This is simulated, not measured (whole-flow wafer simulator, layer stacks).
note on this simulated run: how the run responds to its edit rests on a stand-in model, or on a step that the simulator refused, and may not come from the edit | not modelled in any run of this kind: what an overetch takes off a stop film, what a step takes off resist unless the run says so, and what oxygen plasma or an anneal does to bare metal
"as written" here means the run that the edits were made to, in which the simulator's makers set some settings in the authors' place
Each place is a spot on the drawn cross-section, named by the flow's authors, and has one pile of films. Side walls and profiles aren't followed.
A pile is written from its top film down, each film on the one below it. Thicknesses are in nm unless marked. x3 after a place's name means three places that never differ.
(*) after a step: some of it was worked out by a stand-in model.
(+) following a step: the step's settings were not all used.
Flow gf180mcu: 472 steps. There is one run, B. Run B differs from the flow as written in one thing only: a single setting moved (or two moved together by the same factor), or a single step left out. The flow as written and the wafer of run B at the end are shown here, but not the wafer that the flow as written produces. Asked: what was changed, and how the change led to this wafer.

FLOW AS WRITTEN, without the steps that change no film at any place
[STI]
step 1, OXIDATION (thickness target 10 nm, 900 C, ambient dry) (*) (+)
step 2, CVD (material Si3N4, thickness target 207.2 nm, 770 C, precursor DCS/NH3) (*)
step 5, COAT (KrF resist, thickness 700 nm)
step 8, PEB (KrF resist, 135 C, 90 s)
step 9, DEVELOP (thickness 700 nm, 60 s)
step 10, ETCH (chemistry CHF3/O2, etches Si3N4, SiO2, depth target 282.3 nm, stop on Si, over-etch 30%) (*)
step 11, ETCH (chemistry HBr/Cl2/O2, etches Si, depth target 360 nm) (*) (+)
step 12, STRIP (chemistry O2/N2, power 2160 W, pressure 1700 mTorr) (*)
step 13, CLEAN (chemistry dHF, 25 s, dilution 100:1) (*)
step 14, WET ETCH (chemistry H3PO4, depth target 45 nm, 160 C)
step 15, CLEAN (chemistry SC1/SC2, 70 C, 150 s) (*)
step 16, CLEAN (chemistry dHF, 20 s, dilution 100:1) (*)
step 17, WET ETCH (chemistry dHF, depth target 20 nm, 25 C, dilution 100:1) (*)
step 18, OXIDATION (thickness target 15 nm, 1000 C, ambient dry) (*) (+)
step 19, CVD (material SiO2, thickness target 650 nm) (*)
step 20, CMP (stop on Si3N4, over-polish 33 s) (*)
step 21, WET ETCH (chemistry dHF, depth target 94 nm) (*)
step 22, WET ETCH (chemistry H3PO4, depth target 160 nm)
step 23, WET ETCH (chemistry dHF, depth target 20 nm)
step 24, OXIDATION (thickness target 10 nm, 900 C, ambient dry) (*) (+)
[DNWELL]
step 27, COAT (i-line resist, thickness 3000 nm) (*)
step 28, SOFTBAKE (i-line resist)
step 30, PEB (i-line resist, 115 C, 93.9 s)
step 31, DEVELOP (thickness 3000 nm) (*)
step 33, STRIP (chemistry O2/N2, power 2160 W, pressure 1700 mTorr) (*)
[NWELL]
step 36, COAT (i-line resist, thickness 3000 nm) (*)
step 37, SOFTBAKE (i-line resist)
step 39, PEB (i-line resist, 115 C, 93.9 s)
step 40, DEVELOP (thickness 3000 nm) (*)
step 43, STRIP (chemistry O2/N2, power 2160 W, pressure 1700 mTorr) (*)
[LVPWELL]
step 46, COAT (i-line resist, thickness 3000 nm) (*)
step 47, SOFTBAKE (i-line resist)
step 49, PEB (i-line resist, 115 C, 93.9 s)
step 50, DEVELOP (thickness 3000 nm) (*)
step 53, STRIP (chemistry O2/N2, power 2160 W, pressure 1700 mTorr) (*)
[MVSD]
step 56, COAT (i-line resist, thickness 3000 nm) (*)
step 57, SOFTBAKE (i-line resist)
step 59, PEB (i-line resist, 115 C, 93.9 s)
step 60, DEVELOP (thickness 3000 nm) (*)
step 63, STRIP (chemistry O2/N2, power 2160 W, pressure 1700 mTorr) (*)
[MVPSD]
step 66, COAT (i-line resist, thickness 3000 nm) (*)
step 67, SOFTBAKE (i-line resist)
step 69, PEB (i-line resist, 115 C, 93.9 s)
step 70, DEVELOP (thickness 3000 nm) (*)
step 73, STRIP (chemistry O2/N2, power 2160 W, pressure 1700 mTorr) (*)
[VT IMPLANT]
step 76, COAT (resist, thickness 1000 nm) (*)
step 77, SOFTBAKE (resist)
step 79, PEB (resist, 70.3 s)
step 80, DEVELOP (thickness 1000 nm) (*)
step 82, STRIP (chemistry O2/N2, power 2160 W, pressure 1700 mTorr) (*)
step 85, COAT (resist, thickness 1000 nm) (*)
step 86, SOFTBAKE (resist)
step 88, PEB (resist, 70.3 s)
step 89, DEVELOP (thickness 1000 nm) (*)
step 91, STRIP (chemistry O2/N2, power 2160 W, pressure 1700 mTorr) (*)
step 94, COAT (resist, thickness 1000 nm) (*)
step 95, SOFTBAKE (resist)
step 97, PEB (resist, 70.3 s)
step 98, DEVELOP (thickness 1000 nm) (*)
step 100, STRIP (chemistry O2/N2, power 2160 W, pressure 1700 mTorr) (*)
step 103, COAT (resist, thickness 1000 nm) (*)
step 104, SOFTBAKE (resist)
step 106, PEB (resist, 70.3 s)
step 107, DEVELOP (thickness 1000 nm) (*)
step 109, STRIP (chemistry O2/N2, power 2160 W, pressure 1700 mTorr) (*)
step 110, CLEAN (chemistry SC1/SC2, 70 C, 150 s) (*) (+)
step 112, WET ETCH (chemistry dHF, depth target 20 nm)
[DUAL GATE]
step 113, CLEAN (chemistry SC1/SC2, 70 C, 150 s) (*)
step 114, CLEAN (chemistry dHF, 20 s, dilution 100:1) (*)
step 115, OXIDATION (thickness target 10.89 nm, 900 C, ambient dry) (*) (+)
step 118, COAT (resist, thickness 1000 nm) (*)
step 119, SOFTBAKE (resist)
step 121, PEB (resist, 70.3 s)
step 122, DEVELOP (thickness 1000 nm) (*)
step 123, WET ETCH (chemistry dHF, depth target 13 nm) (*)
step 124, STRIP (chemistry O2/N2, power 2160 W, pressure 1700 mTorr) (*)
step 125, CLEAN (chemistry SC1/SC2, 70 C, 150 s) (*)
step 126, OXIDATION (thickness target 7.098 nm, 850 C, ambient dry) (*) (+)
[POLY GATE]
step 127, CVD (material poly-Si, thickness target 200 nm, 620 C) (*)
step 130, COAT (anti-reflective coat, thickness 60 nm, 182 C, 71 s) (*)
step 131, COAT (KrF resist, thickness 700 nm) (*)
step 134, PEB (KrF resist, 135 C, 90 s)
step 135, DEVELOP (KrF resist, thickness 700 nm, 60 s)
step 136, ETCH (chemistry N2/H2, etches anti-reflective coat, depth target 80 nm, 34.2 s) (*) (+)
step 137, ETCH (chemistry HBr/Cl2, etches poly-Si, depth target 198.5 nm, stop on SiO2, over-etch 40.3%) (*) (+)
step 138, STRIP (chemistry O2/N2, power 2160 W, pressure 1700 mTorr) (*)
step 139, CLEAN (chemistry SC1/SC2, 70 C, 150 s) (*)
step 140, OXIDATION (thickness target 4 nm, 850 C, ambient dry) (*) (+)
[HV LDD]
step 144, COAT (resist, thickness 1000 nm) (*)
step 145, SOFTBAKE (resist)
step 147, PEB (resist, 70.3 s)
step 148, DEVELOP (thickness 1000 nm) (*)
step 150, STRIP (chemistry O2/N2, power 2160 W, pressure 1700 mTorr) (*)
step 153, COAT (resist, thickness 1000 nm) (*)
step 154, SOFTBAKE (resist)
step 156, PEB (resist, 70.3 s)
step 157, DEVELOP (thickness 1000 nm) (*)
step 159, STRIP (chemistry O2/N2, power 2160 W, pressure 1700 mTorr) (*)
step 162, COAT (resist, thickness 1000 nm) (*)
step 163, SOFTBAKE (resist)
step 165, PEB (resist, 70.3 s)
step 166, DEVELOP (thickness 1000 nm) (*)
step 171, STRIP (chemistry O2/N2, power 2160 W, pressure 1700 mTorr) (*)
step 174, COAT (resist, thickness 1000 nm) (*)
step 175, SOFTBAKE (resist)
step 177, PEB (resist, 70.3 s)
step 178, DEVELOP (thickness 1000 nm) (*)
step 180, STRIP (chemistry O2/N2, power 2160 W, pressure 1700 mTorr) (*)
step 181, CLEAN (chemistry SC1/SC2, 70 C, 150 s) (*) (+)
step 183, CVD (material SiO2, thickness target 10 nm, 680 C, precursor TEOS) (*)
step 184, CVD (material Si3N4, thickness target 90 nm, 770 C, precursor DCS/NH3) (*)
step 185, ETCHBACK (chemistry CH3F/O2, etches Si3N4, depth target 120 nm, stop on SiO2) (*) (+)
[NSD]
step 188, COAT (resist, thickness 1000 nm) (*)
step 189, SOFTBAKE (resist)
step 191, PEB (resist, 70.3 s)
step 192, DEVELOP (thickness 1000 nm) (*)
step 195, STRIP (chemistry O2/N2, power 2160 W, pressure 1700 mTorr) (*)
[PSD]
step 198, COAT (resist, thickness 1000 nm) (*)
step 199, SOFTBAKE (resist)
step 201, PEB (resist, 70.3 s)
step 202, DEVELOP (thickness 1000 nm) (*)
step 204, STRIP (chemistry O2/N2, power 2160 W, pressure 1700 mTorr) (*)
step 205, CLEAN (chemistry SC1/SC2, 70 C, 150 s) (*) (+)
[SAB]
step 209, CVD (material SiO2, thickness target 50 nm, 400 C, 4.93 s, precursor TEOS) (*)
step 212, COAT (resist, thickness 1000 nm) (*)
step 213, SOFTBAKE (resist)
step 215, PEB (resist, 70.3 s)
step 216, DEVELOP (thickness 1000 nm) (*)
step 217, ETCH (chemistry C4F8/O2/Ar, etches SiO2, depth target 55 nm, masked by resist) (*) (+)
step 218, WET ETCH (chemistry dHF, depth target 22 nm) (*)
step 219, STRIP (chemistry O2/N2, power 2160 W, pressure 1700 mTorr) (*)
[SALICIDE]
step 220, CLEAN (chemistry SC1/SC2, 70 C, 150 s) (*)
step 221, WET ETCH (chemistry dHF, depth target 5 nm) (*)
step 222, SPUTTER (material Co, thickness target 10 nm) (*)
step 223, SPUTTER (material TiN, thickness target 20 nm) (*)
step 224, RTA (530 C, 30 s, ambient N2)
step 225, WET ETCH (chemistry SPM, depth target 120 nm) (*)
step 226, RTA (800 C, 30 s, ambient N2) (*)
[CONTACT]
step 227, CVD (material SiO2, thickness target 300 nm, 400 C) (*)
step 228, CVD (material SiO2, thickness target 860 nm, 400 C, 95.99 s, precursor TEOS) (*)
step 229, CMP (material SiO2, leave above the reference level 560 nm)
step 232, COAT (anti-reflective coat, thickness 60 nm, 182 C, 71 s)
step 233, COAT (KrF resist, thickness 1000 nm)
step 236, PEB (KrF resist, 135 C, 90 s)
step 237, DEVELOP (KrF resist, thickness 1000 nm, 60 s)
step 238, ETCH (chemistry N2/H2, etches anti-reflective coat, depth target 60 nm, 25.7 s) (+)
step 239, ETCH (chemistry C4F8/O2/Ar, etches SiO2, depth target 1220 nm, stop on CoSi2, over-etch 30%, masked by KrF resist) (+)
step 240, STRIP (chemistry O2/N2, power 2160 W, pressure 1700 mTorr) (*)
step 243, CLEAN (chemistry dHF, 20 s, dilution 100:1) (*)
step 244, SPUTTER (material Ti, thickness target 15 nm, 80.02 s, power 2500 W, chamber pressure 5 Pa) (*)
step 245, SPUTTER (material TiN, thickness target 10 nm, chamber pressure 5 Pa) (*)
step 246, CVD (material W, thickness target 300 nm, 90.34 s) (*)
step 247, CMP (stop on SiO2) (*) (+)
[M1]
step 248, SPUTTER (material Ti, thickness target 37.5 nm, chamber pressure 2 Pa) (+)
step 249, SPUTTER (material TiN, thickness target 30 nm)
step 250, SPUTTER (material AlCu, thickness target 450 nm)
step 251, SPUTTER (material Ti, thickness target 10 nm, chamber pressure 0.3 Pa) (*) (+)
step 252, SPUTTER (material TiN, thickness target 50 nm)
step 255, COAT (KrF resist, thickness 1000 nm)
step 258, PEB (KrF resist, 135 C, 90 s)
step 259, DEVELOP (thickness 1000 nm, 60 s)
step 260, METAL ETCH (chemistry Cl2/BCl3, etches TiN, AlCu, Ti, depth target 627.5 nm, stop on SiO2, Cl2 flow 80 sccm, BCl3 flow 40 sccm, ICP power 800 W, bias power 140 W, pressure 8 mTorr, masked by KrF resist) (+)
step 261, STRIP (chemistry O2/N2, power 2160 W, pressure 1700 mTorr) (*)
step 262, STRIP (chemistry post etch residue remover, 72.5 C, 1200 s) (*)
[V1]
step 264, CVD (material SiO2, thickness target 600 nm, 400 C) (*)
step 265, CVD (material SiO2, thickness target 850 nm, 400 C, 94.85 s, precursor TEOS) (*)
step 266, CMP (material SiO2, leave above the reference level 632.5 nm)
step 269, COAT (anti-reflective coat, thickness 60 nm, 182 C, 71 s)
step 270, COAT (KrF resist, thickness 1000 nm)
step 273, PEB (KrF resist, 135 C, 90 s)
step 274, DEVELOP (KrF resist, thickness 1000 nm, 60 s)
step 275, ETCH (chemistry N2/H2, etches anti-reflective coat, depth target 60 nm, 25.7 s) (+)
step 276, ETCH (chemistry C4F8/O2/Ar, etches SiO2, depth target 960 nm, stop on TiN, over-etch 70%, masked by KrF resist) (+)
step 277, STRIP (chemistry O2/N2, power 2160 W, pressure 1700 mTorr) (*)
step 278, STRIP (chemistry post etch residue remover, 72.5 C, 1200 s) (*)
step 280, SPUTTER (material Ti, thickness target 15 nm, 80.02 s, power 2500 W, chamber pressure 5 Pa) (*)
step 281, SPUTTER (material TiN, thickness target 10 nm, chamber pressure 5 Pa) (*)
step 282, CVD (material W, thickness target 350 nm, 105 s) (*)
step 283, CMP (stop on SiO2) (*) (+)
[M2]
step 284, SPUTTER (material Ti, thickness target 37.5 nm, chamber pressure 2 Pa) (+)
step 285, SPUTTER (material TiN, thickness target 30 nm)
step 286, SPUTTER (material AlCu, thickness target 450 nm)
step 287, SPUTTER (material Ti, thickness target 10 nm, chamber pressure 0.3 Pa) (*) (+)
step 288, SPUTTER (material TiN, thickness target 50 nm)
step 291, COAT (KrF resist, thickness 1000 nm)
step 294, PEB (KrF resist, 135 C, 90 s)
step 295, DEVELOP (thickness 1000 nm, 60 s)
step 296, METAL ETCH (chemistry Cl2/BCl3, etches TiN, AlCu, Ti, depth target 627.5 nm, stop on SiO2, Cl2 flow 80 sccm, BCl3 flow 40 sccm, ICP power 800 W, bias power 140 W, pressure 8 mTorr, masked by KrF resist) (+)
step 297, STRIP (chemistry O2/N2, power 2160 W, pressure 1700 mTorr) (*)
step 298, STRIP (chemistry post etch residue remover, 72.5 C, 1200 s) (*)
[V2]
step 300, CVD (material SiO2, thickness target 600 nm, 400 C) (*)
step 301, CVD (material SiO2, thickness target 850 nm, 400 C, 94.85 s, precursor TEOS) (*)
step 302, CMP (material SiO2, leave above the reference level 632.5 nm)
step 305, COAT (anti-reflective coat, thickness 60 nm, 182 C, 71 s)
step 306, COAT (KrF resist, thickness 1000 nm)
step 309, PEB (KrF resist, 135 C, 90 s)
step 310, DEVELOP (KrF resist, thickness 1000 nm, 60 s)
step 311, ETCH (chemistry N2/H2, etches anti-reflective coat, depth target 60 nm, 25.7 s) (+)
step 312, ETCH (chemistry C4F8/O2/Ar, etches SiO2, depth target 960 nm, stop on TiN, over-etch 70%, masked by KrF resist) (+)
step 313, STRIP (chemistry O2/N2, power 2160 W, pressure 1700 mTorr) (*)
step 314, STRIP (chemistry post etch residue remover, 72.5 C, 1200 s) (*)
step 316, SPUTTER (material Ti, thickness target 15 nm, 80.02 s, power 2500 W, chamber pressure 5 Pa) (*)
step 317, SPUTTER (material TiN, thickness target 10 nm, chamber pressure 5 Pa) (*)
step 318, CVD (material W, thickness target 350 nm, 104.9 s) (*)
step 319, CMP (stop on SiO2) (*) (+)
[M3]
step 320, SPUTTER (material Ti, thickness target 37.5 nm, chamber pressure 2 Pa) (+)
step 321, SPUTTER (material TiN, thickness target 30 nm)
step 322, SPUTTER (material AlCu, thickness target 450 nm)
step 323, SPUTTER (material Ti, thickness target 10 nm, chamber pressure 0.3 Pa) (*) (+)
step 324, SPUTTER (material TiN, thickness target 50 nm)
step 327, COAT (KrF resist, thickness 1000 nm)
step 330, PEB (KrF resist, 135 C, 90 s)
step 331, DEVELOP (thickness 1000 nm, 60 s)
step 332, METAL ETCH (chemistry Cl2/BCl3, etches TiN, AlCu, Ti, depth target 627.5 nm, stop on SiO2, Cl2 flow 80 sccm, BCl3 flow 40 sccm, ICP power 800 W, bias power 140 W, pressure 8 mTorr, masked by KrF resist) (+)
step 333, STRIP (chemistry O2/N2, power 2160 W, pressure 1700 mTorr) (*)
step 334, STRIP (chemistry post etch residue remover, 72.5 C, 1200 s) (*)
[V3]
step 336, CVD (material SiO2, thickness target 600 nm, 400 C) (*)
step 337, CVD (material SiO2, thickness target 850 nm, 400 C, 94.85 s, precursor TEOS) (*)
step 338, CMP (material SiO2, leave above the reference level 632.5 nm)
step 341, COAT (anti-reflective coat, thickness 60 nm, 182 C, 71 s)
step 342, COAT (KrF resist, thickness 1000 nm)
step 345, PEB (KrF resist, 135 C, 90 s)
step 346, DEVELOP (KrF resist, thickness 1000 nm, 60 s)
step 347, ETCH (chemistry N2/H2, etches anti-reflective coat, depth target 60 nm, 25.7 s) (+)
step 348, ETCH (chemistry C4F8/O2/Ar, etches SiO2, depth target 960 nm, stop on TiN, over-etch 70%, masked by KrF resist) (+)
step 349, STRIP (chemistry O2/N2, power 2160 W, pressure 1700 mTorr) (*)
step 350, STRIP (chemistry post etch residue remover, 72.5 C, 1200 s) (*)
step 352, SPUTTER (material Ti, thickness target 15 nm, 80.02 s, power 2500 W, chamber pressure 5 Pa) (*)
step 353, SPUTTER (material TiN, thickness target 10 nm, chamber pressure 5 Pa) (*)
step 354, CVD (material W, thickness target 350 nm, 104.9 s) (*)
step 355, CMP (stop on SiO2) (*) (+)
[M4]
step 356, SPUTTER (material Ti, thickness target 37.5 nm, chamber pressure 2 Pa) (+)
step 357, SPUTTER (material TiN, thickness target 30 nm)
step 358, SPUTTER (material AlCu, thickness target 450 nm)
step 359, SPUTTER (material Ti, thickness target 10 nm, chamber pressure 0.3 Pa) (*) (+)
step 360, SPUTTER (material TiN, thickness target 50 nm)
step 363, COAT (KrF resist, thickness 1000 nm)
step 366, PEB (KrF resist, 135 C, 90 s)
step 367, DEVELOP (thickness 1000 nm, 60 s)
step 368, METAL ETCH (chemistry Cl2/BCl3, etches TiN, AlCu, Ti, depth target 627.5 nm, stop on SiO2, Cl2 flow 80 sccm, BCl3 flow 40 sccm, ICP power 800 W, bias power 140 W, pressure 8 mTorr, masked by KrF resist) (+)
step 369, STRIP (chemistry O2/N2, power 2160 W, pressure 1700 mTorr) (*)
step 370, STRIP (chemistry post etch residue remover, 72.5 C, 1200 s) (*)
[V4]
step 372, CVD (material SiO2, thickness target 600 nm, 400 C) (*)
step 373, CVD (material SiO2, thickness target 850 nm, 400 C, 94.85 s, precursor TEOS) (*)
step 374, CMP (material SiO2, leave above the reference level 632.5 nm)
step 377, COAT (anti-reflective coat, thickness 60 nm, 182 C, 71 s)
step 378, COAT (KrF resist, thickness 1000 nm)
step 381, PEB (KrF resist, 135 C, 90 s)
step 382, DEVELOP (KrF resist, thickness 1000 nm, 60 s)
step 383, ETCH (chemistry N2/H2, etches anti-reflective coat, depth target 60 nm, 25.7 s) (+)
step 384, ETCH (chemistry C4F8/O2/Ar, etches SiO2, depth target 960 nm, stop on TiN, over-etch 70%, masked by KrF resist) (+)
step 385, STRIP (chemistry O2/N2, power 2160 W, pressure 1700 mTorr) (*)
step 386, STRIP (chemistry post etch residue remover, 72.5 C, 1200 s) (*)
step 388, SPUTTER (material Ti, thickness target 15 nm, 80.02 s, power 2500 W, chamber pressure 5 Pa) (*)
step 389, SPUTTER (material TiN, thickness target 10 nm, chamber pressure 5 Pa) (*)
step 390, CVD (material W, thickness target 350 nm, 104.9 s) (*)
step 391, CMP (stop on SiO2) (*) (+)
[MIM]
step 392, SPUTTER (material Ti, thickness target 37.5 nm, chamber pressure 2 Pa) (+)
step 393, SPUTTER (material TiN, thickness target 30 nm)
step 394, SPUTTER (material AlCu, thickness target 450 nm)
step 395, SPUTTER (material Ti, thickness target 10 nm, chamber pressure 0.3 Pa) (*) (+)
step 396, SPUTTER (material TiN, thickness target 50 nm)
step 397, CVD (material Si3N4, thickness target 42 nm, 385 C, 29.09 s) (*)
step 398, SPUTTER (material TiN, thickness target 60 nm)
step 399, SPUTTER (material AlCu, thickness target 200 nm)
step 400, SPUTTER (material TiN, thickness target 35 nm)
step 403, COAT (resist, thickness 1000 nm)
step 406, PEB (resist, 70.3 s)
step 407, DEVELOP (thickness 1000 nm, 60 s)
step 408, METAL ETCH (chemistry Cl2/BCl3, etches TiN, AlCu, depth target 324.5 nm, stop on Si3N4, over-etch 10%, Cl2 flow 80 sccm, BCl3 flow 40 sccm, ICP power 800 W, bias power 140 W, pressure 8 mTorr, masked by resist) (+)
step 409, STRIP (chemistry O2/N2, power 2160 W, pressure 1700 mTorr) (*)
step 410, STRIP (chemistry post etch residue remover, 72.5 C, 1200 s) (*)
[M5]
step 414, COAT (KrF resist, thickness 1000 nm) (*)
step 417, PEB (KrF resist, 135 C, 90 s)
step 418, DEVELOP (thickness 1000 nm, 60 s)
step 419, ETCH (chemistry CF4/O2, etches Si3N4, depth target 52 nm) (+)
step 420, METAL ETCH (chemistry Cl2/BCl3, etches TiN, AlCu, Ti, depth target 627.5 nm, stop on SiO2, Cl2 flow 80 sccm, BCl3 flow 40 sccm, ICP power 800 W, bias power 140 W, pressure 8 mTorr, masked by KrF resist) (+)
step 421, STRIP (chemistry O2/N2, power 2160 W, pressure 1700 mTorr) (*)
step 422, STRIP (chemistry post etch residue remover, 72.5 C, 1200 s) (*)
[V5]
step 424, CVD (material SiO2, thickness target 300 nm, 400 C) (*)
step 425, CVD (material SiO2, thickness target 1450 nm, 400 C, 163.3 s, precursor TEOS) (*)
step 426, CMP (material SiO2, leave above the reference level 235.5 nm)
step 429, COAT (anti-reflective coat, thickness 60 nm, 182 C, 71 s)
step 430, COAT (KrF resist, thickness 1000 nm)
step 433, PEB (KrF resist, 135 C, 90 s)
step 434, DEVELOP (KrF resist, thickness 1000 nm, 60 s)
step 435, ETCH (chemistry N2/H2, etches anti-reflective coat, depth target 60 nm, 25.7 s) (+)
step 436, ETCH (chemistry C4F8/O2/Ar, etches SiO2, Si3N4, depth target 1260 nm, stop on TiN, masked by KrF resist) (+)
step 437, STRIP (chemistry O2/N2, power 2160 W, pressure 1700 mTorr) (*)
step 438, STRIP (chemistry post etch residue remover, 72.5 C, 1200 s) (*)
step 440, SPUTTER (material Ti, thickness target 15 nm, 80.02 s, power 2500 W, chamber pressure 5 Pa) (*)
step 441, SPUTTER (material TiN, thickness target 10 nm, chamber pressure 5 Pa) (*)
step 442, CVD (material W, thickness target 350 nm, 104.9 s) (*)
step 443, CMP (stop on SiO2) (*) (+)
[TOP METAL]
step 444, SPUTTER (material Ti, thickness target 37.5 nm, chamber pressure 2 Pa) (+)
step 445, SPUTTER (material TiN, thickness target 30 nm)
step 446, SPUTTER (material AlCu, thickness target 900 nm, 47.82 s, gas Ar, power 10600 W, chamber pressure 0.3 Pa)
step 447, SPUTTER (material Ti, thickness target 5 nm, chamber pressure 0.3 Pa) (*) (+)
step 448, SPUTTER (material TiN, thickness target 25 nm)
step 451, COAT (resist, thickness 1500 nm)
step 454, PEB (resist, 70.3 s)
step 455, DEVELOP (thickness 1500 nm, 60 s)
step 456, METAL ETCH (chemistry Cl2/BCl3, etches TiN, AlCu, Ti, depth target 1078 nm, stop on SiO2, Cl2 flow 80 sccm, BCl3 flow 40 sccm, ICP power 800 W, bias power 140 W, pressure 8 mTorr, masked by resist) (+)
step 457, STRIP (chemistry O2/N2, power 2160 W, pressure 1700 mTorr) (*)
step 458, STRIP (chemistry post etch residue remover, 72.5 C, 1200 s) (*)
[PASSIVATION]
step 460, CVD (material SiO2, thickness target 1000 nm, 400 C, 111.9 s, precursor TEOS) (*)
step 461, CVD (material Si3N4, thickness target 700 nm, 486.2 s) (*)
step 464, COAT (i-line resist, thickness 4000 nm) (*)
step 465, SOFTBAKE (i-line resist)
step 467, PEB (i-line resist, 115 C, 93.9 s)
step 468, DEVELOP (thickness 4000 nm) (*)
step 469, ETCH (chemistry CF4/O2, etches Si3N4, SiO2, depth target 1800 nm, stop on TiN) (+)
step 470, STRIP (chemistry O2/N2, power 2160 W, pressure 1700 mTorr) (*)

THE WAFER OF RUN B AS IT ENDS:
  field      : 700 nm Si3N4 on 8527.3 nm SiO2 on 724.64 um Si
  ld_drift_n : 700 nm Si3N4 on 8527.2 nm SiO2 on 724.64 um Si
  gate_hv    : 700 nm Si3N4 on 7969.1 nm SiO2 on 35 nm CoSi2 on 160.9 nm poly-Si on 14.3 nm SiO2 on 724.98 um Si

The reason: step 374, CMP: leave above the reference level 964.6 nm was run, though the flow has leave above the reference level 632.5 nm.

How this came from the change, step by step:
  step 374, CMP (material SiO2, leave above the reference level 632.5 nm)
      field, field__w1, field__w2 and 103 more: nothing (in the flow as written it would be: -300 SiO2)
      field__w8, contact, m1, m1__w1, m1_nw: -545 SiO2 (in the flow as written it would be: -877.1 SiO2)
  step 377, COAT (anti-reflective coat, thickness 60 nm, 182 C, 71 s)
      field: +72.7 anti-reflective coat (new film) (in the flow as written it would be: +60 anti-reflective coat (new film))
      field__w8: +41.7 anti-reflective coat (new film) (in the flow as written it would be: +60 anti-reflective coat (new film))
      (and at 11 other places as well)
  step 383, ETCH (chemistry N2/H2, etches anti-reflective coat, depth target 60 nm, 25.7 s) (+)
      contact: -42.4 anti-reflective coat (all of it), -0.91 SiO2 (in the flow as written it would be: -60 anti-reflective coat (all of it), -0.46 SiO2)
  step 384, ETCH (chemistry C4F8/O2/Ar, etches SiO2, depth target 960 nm, stop on TiN, over-etch 70%, masked by KrF resist) (+)
      contact: -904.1 SiO2 (all of it) (in the flow as written it would be: -572.5 SiO2 (all of it))
  step 385, STRIP (chemistry O2/N2, power 2160 W, pressure 1700 mTorr) (*)
      field: -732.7 KrF resist (all of it), -72.7 anti-reflective coat (all of it) (in the flow as written it would be: -739.2 KrF resist (all of it), -60 anti-reflective coat (all of it))
      field__w8: -736.2 KrF resist (all of it), -41.7 anti-reflective coat (all of it) (in the flow as written it would be: -739.2 KrF resist (all of it), -60 anti-reflective coat (all of it))
      (and at 10 other places as well)
  step 388, SPUTTER (material Ti, thickness target 15 nm, 80.02 s, power 2500 W, chamber pressure 5 Pa) (*)
      contact: +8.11 Ti (new film) (in the flow as written it would be: +9.65 Ti (new film))
  step 389, SPUTTER (material TiN, thickness target 10 nm, chamber pressure 5 Pa) (*)
      contact: +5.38 TiN (new film) (in the flow as written it would be: +6.4 TiN (new film))
  step 390, CVD (material W, thickness target 350 nm, 104.9 s) (*)
      contact: +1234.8 W (new film) (in the flow as written it would be: +932.3 W (new film))
  step 391, CMP (stop on SiO2) (*) (+)
      m1, m1__w1, m1_nw: -350 W (all of it), -10 TiN (all of it), -15 Ti (all of it), -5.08 SiO2 (in the flow as written it would be: -350 W (all of it), -10 TiN (all of it), -15 Ti (all of it), -3.78 SiO2)
      field__w8: -350 W (all of it), -10 TiN (all of it), -15 Ti (all of it), -5.09 SiO2 (in the flow as written it would be: -350 W (all of it), -10 TiN (all of it), -15 Ti (all of it), -3.78 SiO2)
  step 403, COAT (resist, thickness 1000 nm)
      field__w8: +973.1 resist (new film) (in the flow as written it would be: +1000 resist (new film))
      m1: +972.9 resist (new film) (in the flow as written it would be: +1000 resist (new film))
      (and at 2 other places as well)
  step 404, SOFTBAKE (resist)
      field__w8: -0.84 resist (in the flow as written it would be: nothing)
      contact: -0.73 resist (in the flow as written it would be: nothing)
      (and at 4 other places as well)
  step 407, DEVELOP (thickness 1000 nm, 60 s)
      field__w8: -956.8 resist (all of it) (in the flow as written it would be: -984.1 resist (all of it))
      m1: -956.5 resist (all of it) (in the flow as written it would be: -984.1 resist (all of it))
      (and at 2 other places as well)
  step 414, COAT (KrF resist, thickness 1000 nm) (*)
      field__w8: +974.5 KrF resist (new film) (in the flow as written it would be: +1000 KrF resist (new film))
      m1: +974.6 KrF resist (new film) (in the flow as written it would be: +1000.5 KrF resist (new film))
      (and at 2 other places as well)
  step 421, STRIP (chemistry O2/N2, power 2160 W, pressure 1700 mTorr) (*)
      field__w8: -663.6 KrF resist (all of it) (in the flow as written it would be: -688.9 KrF resist (all of it))
      m1: -663.7 KrF resist (all of it) (in the flow as written it would be: -689.3 KrF resist (all of it))
      (and at 2 other places as well)
  step 426, CMP (material SiO2, leave above the reference level 235.5 nm)
      field__w8, m1, m1__w1, m1_nw: -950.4 SiO2 (in the flow as written it would be: -919.6 SiO2)
